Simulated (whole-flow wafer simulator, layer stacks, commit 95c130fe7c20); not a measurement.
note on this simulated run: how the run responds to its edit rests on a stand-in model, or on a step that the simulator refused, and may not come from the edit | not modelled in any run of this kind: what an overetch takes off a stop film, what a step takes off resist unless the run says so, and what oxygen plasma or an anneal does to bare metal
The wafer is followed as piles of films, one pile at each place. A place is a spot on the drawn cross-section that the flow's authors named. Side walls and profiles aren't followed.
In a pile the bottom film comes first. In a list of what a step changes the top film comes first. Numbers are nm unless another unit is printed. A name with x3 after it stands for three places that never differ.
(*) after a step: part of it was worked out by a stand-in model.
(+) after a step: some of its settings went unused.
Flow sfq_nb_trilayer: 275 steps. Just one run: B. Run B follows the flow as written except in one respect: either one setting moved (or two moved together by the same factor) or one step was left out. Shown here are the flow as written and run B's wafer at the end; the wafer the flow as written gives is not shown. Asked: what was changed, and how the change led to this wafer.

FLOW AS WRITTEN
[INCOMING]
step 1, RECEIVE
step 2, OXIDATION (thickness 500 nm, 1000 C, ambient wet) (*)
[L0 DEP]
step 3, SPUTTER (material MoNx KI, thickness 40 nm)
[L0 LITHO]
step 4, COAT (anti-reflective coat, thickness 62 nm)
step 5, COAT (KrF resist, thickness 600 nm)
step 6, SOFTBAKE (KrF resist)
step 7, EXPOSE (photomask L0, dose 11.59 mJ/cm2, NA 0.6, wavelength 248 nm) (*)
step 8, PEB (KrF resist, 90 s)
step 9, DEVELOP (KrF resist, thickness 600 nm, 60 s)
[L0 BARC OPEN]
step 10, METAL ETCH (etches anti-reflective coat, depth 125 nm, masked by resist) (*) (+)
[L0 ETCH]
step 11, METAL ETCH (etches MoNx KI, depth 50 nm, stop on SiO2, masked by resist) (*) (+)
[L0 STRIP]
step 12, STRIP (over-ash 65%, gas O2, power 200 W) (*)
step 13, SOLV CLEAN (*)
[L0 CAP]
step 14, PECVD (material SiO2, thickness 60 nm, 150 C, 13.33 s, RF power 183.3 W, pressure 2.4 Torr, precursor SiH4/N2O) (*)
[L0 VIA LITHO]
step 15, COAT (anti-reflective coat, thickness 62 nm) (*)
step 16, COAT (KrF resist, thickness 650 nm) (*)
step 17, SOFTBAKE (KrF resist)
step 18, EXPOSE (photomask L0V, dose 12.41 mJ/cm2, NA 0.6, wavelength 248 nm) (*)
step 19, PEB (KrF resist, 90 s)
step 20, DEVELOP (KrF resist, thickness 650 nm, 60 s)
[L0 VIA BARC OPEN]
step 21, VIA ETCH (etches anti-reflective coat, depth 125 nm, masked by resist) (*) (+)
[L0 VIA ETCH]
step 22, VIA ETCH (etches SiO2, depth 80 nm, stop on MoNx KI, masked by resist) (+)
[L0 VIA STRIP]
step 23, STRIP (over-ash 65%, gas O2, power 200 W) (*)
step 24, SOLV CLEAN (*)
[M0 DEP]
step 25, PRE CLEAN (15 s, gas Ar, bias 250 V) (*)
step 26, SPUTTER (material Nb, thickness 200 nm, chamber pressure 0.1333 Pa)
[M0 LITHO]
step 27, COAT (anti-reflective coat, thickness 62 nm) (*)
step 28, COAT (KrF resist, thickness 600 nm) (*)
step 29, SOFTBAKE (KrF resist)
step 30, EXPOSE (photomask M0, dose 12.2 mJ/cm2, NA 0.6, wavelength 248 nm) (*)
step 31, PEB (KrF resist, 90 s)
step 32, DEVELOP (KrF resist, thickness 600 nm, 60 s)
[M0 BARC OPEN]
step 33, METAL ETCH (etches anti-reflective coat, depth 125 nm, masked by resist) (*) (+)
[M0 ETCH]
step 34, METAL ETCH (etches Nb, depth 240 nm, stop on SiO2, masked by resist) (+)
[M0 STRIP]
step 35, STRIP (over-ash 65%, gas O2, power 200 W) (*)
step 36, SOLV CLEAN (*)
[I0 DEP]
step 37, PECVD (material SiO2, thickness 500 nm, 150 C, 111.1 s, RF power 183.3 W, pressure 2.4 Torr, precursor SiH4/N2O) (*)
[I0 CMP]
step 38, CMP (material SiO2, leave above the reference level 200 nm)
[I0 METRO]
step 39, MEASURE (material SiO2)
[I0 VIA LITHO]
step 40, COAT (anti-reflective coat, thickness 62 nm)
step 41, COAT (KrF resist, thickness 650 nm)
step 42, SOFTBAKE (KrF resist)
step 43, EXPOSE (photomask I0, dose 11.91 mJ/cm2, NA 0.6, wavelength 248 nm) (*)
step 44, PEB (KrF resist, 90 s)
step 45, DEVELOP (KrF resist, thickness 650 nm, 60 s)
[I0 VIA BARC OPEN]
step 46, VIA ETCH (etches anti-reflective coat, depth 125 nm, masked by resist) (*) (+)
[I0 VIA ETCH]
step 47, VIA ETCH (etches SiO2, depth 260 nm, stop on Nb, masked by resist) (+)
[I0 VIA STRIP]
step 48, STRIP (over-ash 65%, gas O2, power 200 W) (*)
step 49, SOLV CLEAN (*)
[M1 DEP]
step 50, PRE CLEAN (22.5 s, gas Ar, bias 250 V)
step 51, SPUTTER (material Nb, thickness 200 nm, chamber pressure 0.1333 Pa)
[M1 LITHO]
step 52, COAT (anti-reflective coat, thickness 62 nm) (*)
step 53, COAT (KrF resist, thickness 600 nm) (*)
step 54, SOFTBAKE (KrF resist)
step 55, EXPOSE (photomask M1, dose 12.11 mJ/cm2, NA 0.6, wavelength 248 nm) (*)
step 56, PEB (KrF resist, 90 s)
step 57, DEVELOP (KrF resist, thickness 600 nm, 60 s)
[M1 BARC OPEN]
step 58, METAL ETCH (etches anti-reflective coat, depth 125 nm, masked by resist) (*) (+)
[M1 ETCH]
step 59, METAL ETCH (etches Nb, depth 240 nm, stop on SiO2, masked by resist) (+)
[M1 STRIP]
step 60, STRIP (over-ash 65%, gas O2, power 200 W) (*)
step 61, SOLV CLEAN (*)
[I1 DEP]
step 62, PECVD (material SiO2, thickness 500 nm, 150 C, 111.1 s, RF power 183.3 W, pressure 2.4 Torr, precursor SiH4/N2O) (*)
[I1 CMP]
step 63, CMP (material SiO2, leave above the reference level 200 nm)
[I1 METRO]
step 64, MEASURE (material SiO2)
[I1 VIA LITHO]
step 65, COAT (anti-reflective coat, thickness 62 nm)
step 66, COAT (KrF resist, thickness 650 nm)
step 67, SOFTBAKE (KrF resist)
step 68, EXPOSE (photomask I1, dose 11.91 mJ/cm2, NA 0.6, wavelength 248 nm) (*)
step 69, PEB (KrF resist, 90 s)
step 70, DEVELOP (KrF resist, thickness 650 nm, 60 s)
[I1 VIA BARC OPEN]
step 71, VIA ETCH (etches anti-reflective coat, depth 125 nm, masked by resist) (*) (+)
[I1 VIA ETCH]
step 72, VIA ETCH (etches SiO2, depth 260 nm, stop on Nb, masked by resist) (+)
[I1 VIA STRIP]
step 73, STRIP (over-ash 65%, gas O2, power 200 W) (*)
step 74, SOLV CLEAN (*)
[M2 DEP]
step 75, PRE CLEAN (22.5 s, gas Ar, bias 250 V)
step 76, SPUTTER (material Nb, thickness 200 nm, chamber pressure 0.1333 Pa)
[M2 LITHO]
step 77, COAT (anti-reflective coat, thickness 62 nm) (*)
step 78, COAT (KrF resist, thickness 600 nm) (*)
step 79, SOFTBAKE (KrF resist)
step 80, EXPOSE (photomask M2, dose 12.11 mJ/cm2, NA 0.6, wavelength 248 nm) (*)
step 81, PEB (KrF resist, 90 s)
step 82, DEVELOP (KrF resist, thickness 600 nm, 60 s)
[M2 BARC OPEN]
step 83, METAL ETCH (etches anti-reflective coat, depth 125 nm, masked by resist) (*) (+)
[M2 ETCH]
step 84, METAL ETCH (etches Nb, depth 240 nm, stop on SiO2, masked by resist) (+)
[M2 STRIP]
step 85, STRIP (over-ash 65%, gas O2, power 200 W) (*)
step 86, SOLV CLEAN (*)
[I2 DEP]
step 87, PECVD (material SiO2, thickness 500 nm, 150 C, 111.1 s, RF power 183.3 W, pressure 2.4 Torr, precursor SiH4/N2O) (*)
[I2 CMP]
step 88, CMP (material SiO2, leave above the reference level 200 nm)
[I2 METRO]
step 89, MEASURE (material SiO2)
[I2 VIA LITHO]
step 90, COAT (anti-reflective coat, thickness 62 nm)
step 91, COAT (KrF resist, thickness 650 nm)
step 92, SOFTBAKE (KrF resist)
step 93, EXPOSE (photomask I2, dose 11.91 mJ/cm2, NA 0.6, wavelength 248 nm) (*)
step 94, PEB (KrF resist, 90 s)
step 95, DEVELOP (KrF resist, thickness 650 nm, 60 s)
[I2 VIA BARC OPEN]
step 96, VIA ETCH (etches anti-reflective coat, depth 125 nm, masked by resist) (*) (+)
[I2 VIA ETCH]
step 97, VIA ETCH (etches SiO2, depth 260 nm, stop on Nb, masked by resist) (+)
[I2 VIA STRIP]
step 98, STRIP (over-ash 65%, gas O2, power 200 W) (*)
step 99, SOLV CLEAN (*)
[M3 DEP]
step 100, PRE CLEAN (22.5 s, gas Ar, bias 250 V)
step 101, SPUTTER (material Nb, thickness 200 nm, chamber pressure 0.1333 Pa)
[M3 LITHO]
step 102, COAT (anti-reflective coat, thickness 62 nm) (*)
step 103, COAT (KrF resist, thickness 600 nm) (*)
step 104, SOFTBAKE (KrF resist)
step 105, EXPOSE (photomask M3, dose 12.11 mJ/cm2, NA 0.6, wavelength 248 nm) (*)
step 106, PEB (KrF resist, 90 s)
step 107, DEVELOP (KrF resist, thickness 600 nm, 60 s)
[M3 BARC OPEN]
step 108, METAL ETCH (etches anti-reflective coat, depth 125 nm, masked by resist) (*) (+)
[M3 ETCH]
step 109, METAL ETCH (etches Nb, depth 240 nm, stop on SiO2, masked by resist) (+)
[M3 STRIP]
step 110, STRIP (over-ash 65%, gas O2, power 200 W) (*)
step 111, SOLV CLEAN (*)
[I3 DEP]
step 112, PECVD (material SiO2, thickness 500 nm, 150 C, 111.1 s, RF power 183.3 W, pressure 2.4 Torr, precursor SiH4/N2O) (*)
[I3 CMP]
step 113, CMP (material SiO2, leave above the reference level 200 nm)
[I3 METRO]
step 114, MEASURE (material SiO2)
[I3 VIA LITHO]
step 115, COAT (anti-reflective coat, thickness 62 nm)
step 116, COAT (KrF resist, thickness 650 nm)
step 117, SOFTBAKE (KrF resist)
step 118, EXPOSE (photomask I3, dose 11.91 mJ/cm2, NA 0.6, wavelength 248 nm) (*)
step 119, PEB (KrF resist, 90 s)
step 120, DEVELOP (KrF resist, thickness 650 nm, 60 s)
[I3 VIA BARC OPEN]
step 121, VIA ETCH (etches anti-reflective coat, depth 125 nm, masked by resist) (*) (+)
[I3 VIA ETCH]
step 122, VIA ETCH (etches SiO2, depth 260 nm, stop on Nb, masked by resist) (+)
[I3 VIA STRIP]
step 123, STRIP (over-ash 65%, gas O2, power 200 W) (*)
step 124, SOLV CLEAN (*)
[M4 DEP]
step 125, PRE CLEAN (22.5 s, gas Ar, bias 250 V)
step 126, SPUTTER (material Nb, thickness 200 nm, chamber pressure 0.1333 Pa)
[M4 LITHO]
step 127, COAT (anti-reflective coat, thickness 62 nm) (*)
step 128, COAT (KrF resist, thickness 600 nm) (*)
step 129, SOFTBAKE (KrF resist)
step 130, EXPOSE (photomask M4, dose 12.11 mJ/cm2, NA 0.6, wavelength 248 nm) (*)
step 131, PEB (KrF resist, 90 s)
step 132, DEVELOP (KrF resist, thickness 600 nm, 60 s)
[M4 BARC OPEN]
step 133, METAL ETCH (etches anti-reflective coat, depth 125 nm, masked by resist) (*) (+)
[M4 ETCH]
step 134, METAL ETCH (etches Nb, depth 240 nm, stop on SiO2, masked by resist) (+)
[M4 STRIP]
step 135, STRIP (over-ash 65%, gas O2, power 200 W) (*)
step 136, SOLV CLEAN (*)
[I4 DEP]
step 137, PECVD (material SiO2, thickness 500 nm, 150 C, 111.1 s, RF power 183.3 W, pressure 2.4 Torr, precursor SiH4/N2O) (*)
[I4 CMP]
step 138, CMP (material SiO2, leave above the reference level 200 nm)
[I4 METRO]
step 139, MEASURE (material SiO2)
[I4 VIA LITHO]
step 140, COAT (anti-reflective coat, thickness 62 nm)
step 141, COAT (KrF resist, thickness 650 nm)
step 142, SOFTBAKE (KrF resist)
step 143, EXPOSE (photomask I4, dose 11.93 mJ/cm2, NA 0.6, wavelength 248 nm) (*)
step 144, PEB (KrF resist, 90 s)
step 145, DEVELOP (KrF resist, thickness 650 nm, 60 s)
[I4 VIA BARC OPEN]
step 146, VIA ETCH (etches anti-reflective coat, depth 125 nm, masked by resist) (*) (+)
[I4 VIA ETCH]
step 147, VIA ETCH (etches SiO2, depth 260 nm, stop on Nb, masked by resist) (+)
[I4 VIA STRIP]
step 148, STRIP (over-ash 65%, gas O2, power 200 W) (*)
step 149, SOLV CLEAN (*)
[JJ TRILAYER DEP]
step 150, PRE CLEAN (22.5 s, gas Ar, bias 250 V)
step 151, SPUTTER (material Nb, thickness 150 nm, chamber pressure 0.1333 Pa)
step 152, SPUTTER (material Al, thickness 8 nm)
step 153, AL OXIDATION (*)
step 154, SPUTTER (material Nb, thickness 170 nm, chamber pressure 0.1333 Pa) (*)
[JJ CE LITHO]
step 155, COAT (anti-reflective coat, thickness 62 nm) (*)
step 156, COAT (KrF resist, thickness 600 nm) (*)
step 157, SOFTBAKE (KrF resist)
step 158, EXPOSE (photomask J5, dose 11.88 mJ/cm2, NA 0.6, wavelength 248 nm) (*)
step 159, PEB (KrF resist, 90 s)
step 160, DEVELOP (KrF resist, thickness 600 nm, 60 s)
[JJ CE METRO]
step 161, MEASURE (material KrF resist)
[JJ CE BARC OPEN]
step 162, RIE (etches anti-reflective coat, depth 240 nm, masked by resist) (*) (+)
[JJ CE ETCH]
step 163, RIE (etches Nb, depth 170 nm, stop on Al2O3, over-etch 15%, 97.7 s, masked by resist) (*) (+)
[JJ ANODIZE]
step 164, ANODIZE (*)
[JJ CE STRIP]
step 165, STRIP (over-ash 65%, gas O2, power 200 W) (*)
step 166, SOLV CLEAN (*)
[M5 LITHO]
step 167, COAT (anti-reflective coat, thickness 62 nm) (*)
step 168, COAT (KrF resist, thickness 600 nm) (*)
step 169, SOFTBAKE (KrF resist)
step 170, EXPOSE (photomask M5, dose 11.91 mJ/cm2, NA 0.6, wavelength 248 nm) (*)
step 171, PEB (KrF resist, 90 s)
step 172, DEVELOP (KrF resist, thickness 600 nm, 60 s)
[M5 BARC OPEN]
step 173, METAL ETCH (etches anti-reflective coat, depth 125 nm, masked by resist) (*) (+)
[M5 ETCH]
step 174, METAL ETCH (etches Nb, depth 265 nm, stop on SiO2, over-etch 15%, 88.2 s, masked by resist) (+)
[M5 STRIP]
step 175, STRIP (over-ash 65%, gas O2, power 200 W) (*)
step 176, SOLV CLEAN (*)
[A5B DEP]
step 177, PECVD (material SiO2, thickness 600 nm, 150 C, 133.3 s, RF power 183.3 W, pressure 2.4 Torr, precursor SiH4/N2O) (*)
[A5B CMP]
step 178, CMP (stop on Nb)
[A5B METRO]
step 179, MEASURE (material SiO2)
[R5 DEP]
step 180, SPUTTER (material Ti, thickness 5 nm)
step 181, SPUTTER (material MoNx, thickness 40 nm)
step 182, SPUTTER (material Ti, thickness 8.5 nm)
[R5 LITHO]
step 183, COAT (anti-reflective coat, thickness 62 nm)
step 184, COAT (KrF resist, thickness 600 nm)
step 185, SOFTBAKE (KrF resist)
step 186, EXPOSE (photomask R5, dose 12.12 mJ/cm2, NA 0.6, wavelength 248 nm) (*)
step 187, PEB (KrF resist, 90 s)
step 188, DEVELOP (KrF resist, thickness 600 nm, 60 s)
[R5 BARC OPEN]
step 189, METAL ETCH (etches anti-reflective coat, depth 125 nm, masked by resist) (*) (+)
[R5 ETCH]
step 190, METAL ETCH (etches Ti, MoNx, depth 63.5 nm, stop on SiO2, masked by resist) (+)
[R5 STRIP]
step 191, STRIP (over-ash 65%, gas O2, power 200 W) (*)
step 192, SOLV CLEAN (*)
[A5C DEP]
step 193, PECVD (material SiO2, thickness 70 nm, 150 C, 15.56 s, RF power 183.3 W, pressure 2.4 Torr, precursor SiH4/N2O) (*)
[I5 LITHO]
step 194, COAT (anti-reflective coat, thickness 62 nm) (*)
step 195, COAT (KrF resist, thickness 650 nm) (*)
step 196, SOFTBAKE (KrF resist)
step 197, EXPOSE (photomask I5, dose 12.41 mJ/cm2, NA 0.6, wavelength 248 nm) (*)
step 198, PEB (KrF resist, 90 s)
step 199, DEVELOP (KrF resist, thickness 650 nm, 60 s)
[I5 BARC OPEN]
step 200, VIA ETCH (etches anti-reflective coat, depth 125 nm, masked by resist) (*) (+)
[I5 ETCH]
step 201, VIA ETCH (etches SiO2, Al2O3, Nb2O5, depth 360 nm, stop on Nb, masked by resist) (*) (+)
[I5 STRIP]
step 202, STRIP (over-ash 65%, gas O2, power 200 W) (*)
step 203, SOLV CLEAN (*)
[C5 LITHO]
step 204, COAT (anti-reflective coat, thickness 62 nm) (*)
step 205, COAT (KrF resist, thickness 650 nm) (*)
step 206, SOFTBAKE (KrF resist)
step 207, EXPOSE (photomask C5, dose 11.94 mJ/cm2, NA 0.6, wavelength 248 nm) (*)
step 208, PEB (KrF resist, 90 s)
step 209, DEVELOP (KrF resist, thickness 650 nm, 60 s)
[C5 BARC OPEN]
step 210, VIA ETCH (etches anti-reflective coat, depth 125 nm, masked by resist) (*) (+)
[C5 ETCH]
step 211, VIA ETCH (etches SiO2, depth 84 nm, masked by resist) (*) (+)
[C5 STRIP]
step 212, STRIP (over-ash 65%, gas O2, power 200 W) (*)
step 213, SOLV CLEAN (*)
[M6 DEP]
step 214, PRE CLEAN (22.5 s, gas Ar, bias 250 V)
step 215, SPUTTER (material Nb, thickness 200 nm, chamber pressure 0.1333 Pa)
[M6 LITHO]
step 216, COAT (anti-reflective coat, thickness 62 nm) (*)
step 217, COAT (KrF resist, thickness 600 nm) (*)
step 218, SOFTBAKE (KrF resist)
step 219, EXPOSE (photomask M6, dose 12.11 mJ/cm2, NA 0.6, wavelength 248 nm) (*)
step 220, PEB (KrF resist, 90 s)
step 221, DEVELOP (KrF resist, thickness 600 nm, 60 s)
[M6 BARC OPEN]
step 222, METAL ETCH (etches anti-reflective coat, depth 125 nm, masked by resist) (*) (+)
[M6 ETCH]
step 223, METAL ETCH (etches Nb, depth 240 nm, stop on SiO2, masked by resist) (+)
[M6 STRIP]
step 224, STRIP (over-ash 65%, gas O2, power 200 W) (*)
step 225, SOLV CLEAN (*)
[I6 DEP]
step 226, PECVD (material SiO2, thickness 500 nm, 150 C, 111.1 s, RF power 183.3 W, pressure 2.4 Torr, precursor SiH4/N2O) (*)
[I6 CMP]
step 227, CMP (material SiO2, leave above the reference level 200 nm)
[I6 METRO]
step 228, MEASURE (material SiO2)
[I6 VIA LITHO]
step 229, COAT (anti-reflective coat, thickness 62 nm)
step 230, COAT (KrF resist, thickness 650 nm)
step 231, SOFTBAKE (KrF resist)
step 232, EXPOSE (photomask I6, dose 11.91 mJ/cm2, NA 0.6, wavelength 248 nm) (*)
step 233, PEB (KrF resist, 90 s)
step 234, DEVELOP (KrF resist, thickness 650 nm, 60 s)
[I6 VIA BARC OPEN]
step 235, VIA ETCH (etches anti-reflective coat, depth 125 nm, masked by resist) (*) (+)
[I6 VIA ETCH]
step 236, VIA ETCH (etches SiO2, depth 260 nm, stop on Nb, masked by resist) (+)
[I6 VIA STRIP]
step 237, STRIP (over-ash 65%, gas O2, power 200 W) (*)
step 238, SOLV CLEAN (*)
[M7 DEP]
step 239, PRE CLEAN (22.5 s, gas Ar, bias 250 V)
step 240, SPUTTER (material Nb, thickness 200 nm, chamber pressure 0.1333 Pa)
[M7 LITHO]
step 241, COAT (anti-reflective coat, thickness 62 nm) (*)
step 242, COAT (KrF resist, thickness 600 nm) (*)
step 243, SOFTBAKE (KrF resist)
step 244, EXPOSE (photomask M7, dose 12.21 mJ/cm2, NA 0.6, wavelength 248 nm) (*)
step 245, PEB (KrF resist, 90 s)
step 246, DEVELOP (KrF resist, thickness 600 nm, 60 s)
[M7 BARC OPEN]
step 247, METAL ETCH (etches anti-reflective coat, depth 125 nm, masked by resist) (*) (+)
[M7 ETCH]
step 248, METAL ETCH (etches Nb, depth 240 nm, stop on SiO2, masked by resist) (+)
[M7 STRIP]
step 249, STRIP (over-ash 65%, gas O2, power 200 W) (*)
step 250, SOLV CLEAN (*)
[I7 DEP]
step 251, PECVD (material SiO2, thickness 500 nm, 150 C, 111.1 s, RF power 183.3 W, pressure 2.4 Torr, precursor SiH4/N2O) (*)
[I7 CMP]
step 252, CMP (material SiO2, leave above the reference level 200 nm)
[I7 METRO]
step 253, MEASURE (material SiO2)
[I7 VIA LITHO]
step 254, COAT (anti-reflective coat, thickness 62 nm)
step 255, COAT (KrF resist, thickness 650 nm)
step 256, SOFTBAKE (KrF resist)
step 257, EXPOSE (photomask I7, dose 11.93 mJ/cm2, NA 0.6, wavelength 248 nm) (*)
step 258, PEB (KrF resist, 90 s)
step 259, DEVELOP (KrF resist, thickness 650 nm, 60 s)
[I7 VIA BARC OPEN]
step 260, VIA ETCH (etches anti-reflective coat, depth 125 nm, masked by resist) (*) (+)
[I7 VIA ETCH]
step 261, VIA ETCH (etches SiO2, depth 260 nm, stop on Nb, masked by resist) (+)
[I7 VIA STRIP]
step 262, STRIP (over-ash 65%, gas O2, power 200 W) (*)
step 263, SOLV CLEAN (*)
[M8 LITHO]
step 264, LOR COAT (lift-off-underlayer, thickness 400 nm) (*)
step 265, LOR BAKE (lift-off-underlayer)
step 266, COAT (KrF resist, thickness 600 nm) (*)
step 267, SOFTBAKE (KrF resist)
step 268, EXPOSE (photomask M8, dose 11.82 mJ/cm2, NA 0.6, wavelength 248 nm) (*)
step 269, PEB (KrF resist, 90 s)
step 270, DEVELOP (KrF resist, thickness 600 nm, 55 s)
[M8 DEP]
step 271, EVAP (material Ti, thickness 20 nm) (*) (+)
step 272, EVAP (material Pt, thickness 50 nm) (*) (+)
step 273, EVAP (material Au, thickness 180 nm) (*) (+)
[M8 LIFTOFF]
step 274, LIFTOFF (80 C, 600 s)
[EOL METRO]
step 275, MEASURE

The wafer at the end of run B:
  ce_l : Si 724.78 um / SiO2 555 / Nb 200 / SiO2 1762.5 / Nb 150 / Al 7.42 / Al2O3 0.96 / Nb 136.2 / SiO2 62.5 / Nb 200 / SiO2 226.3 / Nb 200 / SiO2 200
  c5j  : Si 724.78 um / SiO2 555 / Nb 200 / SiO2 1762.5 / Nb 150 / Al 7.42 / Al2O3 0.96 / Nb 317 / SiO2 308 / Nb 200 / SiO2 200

The reason: step 190, METAL ETCH: depth 87.31 nm was run, while the flow as written has depth 63.5 nm.

Step by step, how the change led to this:
  step 190, METAL ETCH (etches Ti, MoNx, depth 63.5 nm, stop on SiO2, masked by resist) (+)
      be_r, r_sur, res, r_end, r5r_line_l, r5r_line_c, r5r_line_r: KrF resist loses 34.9 (it would be, as written: KrF resist loses 25.4)
      ce_l, c5j, ce_r, wl_jj: Ti loses 8.5 (all of it), MoNx loses 40 (all of it), Ti loses 5 (all of it), Nb loses 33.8 (it would be, as written: Ti loses 8.5 (all of it), MoNx loses 40 (all of it), Ti loses 5 (all of it), Nb loses 10)
  step 194, COAT (anti-reflective coat, thickness 62 nm) (*)
      wl_j_sl, wl_j_sr: anti-reflective coat gains 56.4 (new film) (it would be, as written: anti-reflective coat gains 60.2 (new film))
      jj_sur: anti-reflective coat gains 57 (new film) (it would be, as written: anti-reflective coat gains 60.8 (new film))
      (also at 5 further places)
  step 202, STRIP (over-ash 65%, gas O2, power 200 W) (*)
      wl_j_sl, wl_j_sr: KrF resist loses 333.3 (all of it), anti-reflective coat loses 56.4 (all of it) (it would be, as written: KrF resist loses 333.3 (all of it), anti-reflective coat loses 60.2 (all of it))
      jj_sur: KrF resist loses 337.5 (all of it), anti-reflective coat loses 57 (all of it) (it would be, as written: KrF resist loses 337.2 (all of it), anti-reflective coat loses 60.8 (all of it))
      (also at 5 further places)
  step 204, COAT (anti-reflective coat, thickness 62 nm) (*)
      wl_j_sl, wl_j_sr: anti-reflective coat gains 56.4 (new film) (it would be, as written: anti-reflective coat gains 60.2 (new film))
      jj_sur: anti-reflective coat gains 55.7 (new film) (it would be, as written: anti-reflective coat gains 59.5 (new film))
      (also at 5 further places)
  step 210, VIA ETCH (etches anti-reflective coat, depth 125 nm, masked by resist) (*) (+)
      c5j: anti-reflective coat loses 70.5 (all of it), SiO2 loses 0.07 (it would be, as written: anti-reflective coat loses 63.9 (all of it), SiO2 loses 0.11)
  step 212, STRIP (over-ash 65%, gas O2, power 200 W) (*)
      wl_j_sl, wl_j_sr: KrF resist loses 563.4 (all of it), anti-reflective coat loses 56.4 (all of it) (it would be, as written: KrF resist loses 563.4 (all of it), anti-reflective coat loses 60.2 (all of it))
      jj_sur: KrF resist loses 562.2 (all of it), anti-reflective coat loses 55.7 (all of it) (it would be, as written: KrF resist loses 562 (all of it), anti-reflective coat loses 59.5 (all of it))
      (also at 4 further places)
  step 216, COAT (anti-reflective coat, thickness 62 nm) (*)
      wl_j_sl, wl_j_sr: anti-reflective coat gains 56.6 (new film) (it would be, as written: anti-reflective coat gains 60.2 (new film))
      jj_sur: anti-reflective coat gains 52.4 (new film) (it would be, as written: anti-reflective coat gains 56.1 (new film))
      (also at 5 further places)
  step 224, STRIP (over-ash 65%, gas O2, power 200 W) (*)
      wl_j_sl, wl_j_sr: KrF resist loses 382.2 (all of it), anti-reflective coat loses 56.6 (all of it) (it would be, as written: KrF resist loses 382.5 (all of it), anti-reflective coat loses 60.2 (all of it))
      jj_sur: KrF resist loses 378.3 (all of it), anti-reflective coat loses 52.4 (all of it) (it would be, as written: KrF resist loses 378.5 (all of it), anti-reflective coat loses 56.1 (all of it))
      (also at 5 further places)
  step 227, CMP (material SiO2, leave above the reference level 200 nm)
      ce_l, ce_r, wl_jj: SiO2 loses 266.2 (it would be, as written: SiO2 loses 290)
      c5j: SiO2 loses 199.2 (it would be, as written: SiO2 loses 223)
